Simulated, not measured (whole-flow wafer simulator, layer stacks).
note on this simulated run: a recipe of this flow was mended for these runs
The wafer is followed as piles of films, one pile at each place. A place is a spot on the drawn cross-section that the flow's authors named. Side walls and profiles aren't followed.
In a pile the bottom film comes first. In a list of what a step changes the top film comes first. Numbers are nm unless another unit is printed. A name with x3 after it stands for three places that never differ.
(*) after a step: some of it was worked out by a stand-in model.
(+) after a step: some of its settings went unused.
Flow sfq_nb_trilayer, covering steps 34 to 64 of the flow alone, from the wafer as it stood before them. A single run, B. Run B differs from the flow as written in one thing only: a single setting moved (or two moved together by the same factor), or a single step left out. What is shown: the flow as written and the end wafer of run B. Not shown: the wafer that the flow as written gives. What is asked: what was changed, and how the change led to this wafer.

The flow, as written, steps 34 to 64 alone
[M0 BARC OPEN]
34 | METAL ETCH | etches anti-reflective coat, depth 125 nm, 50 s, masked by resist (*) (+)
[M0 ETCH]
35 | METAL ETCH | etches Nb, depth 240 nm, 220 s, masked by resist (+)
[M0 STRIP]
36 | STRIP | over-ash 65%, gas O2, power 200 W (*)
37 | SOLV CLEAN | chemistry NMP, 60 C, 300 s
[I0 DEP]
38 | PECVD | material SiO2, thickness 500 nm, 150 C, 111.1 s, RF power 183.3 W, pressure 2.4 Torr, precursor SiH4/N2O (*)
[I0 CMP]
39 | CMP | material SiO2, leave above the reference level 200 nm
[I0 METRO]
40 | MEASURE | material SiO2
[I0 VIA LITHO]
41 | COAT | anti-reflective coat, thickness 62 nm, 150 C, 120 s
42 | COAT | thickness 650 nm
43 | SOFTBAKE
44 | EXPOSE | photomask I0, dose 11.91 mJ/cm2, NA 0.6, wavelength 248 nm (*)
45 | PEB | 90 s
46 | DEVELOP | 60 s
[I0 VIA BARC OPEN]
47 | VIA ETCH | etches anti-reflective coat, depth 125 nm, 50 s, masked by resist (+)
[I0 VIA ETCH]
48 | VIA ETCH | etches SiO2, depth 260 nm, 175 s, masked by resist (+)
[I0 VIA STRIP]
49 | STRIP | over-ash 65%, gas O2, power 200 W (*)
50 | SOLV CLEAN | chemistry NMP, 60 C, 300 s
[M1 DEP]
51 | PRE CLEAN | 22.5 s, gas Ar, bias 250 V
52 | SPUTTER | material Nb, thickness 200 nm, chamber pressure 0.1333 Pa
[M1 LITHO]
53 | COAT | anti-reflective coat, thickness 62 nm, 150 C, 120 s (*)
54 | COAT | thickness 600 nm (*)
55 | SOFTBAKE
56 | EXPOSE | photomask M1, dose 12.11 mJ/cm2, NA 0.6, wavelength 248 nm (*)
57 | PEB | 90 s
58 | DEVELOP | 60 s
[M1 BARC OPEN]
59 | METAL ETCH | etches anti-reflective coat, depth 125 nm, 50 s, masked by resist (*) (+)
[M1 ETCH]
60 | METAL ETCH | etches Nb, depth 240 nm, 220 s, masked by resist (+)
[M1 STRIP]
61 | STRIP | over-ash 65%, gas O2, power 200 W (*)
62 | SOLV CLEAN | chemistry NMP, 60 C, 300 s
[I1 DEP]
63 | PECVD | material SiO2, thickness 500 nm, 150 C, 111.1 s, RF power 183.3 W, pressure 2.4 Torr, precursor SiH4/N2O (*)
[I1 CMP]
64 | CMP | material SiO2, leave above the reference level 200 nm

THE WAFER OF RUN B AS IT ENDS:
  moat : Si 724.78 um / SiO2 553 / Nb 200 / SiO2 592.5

The reason: step 35, METAL ETCH: etches Nb, depth 240 nm, 220 s, masked by resist (+), was skipped.

How this came from the change, step by step:
  36 | STRIP | over-ash 65%, gas O2, power 200 W (*)
      p4_fl x53, wl_j_sl x16, wl_d_sl x2: KrF-resist-other-grade loses 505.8 (all of it), anti-reflective coat loses 62 (all of it) (it would be, as written: KrF-resist-other-grade loses 364.6 (all of it), anti-reflective coat loses 62 (all of it))
      ce_r, sp_r, be_r, r_sur: KrF-resist-other-grade loses 511.6 (all of it), anti-reflective coat loses 63.7 (all of it) (it would be, as written: KrF-resist-other-grade loses 370.4 (all of it), anti-reflective coat loses 63.7 (all of it))
      (and at 28 other places as well)
  38 | PECVD | material SiO2, thickness 500 nm, 150 C, 111.1 s, RF power 183.3 W, pressure 2.4 Torr, precursor SiH4/N2O (*)
      moat, m0r_space_l x2: SiO2 gains 500 (new film) (it would be, as written: SiO2 gains 561.1)
  39 | CMP | material SiO2, leave above the reference level 200 nm
      moat, m0r_space_l x2: SiO2 loses 300 (it would be, as written: SiO2 loses 157.1)
With metal films that touch counted as one body, moat has 1 body; the flow as written gives 0 bodies.
